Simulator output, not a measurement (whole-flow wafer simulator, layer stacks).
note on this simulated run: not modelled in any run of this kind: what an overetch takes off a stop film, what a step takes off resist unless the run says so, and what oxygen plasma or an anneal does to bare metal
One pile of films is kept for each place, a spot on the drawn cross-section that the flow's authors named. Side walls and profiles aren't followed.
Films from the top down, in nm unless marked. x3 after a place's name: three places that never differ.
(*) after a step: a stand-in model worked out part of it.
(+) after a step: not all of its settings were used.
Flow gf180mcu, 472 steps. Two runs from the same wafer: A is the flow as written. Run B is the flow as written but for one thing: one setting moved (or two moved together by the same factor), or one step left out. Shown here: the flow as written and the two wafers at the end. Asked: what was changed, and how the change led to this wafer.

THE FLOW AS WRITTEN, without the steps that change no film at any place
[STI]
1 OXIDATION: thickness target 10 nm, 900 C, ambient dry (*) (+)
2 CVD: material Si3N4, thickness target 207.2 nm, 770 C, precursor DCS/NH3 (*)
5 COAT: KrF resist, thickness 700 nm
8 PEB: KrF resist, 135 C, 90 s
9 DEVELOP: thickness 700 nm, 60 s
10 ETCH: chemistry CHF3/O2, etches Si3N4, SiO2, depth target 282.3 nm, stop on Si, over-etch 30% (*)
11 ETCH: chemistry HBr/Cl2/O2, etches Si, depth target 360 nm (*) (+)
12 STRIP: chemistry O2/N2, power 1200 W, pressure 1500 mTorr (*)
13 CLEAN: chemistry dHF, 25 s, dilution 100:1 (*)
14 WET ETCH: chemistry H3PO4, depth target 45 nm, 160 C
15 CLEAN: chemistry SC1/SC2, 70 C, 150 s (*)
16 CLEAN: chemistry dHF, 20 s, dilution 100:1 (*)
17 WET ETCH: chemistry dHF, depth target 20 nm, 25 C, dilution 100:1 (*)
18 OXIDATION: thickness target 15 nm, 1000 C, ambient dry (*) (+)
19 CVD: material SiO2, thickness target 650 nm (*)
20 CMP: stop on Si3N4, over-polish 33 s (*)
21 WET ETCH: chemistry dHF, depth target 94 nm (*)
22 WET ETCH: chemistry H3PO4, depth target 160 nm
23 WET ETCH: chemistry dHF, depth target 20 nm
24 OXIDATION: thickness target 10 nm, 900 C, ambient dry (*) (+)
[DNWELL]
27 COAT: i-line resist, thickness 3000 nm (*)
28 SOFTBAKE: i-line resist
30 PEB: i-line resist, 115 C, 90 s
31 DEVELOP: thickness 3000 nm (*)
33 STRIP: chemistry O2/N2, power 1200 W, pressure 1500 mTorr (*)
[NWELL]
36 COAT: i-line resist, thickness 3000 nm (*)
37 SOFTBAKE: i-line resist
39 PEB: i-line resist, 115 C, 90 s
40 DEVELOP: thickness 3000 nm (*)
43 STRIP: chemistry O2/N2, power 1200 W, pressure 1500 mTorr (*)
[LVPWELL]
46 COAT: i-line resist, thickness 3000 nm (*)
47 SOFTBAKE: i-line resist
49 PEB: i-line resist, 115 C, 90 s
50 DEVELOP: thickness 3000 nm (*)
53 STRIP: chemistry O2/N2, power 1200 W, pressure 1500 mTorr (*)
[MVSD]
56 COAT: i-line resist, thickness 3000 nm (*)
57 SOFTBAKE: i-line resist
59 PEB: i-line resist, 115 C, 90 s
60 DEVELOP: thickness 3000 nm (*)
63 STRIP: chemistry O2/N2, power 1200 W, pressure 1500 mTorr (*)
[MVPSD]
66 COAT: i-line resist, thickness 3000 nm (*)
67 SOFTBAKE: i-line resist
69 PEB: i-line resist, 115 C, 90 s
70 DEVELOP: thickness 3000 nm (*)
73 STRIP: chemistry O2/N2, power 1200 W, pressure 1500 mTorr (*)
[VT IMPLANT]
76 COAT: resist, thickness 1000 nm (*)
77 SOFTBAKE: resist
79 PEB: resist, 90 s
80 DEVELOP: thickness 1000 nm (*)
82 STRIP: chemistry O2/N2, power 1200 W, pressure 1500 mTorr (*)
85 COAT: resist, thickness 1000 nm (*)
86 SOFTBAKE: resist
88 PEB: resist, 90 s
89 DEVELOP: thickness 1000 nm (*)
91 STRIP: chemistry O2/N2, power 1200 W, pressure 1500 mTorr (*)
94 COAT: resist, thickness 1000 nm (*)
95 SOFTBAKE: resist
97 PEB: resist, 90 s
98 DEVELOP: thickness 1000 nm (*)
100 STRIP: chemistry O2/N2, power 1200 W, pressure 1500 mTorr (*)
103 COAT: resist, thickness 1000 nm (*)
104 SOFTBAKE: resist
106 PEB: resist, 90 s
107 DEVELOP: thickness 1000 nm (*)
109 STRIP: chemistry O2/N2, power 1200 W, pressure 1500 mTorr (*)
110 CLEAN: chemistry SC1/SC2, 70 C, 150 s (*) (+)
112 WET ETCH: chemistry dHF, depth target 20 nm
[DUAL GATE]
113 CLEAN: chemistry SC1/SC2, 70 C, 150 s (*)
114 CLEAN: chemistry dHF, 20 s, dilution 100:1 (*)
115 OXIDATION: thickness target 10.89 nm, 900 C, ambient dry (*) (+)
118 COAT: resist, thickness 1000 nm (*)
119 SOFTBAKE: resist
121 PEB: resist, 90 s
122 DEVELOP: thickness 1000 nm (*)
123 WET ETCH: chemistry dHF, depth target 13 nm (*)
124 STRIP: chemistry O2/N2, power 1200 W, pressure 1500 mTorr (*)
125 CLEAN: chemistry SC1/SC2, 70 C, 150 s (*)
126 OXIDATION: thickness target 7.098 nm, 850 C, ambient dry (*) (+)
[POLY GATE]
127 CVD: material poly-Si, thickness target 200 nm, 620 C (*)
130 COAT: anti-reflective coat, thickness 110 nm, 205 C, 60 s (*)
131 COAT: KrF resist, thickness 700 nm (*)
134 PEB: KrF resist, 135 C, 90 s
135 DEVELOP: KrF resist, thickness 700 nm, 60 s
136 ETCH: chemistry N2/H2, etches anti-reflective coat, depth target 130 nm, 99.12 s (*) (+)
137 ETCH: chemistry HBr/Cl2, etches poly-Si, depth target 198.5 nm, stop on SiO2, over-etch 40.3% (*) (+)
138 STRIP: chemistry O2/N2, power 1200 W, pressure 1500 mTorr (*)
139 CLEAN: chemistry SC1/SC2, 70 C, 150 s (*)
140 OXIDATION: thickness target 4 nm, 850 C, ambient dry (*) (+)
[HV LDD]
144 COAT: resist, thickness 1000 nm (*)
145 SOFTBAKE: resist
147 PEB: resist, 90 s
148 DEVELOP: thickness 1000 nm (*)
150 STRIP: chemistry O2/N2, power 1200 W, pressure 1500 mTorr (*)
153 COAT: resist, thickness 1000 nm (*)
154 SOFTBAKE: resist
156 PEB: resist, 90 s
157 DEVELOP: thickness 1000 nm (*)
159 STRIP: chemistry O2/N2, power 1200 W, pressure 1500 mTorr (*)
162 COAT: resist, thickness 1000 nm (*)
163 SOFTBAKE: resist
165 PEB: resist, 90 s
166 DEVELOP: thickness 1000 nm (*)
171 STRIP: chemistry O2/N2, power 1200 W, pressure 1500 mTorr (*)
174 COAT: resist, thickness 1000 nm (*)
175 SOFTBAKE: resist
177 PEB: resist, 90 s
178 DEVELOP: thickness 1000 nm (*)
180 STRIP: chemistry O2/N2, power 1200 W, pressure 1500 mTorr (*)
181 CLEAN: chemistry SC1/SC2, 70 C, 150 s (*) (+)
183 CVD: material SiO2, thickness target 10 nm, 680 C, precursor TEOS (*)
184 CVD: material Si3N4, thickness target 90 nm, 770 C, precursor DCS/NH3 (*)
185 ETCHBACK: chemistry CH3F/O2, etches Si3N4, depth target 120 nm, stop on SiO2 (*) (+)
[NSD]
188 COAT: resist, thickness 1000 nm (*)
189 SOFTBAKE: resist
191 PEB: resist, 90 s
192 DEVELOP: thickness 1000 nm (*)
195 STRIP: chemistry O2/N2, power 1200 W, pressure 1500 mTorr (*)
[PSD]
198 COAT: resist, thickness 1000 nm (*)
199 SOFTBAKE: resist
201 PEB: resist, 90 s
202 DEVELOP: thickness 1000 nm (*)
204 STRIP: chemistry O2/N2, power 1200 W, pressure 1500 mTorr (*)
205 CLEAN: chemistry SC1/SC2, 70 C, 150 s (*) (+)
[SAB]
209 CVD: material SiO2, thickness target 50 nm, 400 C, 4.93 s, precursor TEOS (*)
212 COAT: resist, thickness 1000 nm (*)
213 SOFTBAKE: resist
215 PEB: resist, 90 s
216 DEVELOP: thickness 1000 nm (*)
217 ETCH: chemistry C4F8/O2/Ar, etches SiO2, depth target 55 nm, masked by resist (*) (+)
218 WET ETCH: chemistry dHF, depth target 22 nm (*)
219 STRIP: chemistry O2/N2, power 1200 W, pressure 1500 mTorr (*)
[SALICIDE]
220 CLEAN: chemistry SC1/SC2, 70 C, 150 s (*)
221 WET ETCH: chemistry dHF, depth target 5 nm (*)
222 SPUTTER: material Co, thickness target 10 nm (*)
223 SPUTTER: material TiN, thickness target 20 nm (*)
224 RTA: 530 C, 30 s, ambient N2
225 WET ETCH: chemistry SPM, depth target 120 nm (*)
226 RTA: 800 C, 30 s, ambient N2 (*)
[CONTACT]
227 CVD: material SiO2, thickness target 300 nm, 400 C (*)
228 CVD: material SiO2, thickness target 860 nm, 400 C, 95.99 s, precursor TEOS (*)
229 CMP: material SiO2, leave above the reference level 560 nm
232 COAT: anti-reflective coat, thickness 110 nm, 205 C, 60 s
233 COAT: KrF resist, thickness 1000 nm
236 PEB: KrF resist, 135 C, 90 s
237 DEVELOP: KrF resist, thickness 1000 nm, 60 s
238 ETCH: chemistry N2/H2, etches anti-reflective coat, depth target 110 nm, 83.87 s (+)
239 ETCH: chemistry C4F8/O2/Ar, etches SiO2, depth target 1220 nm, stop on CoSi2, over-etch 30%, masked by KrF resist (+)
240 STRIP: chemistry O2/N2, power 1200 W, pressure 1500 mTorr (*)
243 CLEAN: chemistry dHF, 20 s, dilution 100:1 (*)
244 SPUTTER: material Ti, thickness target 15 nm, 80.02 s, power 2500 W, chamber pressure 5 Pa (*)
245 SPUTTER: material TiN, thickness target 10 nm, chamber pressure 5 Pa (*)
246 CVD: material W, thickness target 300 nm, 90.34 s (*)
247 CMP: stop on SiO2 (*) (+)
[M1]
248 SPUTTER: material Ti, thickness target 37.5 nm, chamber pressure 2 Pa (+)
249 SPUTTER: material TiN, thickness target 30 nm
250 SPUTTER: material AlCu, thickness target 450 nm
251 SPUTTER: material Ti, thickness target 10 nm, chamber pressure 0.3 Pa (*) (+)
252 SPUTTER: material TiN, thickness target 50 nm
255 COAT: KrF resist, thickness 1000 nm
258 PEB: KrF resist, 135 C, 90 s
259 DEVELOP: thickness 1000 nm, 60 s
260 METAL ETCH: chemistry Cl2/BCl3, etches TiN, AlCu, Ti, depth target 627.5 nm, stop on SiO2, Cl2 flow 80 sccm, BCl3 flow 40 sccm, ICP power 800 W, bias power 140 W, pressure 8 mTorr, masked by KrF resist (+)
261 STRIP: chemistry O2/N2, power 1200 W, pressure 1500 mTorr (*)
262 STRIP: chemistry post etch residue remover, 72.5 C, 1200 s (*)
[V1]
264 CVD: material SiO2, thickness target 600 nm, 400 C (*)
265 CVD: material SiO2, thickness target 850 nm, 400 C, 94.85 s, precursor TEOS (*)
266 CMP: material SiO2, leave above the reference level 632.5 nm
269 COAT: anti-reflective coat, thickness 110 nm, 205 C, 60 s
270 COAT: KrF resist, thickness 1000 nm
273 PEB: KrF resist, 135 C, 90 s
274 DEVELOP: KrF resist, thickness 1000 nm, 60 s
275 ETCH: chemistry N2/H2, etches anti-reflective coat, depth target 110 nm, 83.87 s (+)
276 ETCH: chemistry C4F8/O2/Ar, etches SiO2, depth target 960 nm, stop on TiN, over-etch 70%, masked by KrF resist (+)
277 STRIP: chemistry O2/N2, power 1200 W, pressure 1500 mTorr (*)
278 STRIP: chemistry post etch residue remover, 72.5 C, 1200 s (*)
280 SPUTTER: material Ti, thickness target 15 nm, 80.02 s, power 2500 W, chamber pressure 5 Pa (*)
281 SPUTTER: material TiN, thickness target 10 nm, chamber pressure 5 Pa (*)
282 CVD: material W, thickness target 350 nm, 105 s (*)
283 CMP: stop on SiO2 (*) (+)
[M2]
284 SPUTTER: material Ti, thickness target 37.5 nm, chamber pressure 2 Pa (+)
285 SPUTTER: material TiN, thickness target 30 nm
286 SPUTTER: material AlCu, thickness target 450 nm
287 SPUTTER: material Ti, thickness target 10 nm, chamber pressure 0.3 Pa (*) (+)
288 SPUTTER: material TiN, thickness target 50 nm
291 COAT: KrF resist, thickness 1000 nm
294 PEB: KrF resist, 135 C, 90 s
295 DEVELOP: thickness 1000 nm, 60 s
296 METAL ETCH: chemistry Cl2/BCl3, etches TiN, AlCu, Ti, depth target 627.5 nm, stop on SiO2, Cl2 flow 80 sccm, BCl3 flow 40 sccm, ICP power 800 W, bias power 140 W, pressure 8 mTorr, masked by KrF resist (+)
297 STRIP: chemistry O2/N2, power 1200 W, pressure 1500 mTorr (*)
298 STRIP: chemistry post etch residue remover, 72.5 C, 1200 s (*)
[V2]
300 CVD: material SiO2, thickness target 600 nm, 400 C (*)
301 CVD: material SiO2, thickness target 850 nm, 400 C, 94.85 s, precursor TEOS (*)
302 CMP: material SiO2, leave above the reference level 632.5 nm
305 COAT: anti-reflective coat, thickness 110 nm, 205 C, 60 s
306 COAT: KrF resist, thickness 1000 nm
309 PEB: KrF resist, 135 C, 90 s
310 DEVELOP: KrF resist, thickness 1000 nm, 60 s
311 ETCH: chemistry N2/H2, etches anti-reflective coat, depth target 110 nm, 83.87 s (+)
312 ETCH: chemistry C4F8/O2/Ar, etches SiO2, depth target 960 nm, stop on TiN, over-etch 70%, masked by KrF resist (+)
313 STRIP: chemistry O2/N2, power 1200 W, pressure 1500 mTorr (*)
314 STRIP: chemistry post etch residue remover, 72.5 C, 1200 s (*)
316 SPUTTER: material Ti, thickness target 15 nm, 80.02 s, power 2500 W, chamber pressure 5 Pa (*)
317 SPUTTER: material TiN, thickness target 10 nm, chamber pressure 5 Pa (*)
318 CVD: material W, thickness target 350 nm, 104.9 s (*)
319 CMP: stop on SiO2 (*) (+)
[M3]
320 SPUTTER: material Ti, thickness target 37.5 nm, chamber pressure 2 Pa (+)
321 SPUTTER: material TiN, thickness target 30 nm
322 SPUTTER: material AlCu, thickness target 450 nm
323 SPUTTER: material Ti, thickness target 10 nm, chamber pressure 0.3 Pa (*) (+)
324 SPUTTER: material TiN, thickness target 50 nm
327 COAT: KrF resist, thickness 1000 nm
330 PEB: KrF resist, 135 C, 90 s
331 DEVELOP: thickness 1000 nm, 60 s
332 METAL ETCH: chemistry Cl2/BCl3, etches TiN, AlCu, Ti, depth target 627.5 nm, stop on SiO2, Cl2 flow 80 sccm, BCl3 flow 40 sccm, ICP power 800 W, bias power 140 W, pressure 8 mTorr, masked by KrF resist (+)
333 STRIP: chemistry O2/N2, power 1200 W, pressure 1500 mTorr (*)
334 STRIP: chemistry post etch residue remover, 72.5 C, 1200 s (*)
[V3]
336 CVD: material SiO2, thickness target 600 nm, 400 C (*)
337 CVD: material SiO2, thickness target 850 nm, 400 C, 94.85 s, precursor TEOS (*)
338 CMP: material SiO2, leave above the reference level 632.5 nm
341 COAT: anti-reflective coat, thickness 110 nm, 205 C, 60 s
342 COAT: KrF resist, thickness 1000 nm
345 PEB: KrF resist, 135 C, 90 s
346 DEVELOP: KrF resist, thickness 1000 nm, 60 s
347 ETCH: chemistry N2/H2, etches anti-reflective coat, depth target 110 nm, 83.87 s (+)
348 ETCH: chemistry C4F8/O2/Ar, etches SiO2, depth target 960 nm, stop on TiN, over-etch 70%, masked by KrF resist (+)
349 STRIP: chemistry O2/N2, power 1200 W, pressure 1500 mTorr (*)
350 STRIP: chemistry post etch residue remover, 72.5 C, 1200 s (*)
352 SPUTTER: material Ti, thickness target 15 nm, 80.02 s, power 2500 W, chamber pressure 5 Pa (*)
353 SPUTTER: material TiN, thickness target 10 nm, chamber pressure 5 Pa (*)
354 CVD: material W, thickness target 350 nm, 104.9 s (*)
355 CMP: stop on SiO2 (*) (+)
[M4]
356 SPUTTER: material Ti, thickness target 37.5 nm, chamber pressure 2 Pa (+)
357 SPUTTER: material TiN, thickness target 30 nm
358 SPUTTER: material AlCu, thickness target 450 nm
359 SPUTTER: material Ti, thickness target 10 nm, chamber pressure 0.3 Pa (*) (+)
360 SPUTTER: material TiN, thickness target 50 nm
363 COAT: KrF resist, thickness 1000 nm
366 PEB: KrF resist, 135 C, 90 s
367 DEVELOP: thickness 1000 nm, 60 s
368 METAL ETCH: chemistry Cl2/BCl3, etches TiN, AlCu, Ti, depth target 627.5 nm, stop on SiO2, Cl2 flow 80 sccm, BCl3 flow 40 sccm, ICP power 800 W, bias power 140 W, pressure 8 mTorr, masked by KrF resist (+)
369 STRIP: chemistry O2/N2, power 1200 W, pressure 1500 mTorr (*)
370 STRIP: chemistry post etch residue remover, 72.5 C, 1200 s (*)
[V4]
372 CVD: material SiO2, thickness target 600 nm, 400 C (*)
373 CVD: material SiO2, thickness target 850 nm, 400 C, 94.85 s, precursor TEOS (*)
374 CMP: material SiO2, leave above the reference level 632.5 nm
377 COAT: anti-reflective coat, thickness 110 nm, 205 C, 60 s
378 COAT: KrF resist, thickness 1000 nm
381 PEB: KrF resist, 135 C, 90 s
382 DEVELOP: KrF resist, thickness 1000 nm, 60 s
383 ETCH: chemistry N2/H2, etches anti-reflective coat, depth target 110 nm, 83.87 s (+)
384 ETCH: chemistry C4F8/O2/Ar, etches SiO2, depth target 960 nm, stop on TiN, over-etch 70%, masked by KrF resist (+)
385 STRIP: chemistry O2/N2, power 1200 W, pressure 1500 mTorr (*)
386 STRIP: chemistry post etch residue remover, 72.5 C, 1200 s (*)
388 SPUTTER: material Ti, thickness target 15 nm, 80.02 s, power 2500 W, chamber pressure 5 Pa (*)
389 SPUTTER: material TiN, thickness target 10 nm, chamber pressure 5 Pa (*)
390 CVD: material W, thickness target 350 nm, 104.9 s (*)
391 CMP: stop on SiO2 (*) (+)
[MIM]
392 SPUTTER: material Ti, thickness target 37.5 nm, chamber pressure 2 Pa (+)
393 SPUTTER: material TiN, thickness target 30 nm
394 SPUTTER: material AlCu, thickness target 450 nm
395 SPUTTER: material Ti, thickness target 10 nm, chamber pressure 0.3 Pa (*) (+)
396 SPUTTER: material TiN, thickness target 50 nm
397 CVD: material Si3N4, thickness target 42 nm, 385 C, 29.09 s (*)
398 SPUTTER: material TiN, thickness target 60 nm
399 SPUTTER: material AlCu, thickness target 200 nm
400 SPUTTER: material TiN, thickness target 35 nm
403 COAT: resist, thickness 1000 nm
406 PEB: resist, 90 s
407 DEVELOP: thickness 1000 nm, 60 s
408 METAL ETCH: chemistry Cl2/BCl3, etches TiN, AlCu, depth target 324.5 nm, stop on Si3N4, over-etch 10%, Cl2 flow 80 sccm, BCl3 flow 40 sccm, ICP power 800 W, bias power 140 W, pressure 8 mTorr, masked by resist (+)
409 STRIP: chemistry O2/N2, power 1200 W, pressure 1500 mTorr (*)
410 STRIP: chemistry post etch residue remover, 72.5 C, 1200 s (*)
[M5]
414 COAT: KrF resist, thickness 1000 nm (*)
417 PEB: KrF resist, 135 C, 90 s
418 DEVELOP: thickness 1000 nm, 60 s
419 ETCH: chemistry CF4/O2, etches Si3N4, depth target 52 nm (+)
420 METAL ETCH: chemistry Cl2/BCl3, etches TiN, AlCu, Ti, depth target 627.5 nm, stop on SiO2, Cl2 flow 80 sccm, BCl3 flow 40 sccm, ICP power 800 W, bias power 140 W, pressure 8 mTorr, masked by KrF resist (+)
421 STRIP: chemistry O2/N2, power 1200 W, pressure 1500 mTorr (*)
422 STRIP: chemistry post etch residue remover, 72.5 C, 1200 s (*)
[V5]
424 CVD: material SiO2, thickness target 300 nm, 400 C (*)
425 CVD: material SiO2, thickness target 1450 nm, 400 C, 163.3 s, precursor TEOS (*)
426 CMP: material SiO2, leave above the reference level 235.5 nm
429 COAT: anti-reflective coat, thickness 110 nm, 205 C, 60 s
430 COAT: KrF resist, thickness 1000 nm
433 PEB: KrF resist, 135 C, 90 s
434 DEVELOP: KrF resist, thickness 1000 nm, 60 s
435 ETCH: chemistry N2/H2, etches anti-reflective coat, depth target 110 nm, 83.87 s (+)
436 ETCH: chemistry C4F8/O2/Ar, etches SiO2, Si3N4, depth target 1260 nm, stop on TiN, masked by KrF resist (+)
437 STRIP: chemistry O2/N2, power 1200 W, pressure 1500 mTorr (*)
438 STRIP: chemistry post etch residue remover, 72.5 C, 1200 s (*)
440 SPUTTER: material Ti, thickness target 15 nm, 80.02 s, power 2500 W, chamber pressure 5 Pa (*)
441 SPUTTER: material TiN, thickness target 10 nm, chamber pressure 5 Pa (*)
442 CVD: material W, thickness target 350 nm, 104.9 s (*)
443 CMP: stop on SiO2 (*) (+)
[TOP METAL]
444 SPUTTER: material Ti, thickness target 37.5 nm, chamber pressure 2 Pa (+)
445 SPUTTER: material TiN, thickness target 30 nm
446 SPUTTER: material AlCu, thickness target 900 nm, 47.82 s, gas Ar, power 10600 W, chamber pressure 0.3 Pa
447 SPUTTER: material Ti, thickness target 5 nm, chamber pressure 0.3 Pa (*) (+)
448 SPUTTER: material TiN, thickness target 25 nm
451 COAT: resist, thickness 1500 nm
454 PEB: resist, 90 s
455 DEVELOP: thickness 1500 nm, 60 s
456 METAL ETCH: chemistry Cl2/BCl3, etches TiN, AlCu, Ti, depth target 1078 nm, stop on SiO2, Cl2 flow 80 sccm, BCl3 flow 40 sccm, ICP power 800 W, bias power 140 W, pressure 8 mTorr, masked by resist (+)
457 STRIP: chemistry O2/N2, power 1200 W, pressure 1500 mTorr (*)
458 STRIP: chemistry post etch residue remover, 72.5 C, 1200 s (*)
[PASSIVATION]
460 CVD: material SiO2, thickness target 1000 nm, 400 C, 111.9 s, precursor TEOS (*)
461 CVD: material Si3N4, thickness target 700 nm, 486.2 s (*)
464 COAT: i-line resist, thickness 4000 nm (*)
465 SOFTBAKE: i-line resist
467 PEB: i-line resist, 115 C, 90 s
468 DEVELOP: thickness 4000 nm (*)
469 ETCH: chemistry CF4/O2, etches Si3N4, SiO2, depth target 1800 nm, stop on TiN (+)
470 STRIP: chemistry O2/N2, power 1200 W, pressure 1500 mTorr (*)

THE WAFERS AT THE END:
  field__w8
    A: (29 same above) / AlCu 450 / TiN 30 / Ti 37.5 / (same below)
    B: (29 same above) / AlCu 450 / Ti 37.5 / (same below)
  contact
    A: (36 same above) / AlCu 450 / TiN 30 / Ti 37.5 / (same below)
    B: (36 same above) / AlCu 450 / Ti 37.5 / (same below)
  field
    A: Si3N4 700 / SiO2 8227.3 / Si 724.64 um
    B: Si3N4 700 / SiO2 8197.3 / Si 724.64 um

The cause: step 285, SPUTTER: material TiN, thickness target 30 nm, was left out.

How the change led to this, step by step:
  296 METAL ETCH: chemistry Cl2/BCl3, etches TiN, AlCu, Ti, depth target 627.5 nm, stop on SiO2, Cl2 flow 80 sccm, BCl3 flow 40 sccm, ICP power 800 W, bias power 140 W, pressure 8 mTorr, masked by KrF resist (+)
      field, field__w1, field__w2 and 103 more: A TiN -50 (all of it), Ti -10 (all of it), AlCu -450 (all of it), TiN -30 (all of it), Ti -37.5 (all of it) | B TiN -50 (all of it), Ti -10 (all of it), AlCu -450 (all of it), Ti -37.5 (all of it)
  302 CMP: material SiO2, leave above the reference level 632.5 nm
      field, field__w1, field__w2 and 103 more: A SiO2 -300 | B SiO2 -330
